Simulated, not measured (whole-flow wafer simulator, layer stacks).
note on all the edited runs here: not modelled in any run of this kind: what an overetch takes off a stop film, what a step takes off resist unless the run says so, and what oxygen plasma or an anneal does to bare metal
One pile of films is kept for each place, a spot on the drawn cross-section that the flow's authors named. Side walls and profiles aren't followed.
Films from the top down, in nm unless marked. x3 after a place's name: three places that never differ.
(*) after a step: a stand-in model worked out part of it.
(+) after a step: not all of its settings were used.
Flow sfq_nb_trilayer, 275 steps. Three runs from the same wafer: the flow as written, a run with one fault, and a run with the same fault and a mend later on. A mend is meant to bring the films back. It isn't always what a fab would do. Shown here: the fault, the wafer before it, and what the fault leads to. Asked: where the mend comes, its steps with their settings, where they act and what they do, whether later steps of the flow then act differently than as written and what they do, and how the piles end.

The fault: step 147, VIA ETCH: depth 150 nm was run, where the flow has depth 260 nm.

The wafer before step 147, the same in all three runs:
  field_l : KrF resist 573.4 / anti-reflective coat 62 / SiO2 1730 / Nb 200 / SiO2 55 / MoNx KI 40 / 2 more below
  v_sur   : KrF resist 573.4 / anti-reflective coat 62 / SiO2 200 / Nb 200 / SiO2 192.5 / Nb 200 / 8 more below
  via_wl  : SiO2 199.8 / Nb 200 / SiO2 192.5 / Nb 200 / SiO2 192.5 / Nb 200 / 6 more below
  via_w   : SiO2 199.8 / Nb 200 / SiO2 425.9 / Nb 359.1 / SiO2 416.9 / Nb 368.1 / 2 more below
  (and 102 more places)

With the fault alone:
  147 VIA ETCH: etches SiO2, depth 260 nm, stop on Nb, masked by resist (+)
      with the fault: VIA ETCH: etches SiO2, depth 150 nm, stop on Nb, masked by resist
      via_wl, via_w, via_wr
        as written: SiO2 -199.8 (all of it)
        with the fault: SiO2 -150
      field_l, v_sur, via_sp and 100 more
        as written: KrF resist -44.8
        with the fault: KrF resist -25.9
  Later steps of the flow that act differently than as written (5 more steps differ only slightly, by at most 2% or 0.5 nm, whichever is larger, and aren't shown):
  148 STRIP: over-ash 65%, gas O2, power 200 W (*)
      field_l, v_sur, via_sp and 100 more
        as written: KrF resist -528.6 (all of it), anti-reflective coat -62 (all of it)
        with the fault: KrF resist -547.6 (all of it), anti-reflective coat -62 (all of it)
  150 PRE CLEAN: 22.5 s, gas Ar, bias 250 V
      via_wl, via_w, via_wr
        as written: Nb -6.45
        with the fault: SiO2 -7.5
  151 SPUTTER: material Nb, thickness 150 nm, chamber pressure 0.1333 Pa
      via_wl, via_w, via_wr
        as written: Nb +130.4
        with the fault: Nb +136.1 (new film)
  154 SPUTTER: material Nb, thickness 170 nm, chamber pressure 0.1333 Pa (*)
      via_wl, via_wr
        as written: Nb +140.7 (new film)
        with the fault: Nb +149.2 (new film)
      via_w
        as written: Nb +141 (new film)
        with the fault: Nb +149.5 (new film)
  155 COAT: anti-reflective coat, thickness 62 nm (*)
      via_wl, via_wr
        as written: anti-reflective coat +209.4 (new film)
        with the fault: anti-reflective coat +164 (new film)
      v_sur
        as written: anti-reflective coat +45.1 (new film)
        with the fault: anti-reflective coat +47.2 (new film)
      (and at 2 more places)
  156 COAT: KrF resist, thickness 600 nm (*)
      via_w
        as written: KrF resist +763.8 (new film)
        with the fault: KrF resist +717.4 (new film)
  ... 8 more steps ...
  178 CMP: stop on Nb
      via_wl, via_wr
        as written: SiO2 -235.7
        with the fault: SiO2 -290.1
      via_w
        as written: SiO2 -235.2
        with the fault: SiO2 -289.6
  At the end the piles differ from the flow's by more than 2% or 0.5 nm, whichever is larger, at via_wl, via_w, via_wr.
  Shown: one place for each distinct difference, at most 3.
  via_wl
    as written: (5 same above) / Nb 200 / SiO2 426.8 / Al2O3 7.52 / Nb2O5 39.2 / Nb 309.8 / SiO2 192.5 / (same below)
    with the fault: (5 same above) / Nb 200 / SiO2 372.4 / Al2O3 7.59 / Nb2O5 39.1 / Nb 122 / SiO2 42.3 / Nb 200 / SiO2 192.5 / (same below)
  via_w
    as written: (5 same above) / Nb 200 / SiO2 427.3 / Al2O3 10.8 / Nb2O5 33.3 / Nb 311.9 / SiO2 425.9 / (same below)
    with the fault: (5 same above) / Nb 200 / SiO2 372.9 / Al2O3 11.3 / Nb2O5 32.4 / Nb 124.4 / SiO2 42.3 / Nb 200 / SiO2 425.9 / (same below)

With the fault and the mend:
  The mend comes after step 147.
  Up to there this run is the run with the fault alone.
  147a VIA ETCH: etches SiO2, depth 110 nm, stop on Nb, masked by resist (+) (the flow's step 147 once more, with other settings)
      field_l, v_sur, via_sp and 100 more
        KrF resist -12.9
      via_wl, via_w, via_wr
        SiO2 -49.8 (all of it)
  No later step of the flow acts differently than as written, at any place that is followed, by more than 2% or 0.5 nm, whichever is larger.
  At the end the piles are the same as the flow's at every place that both follow.
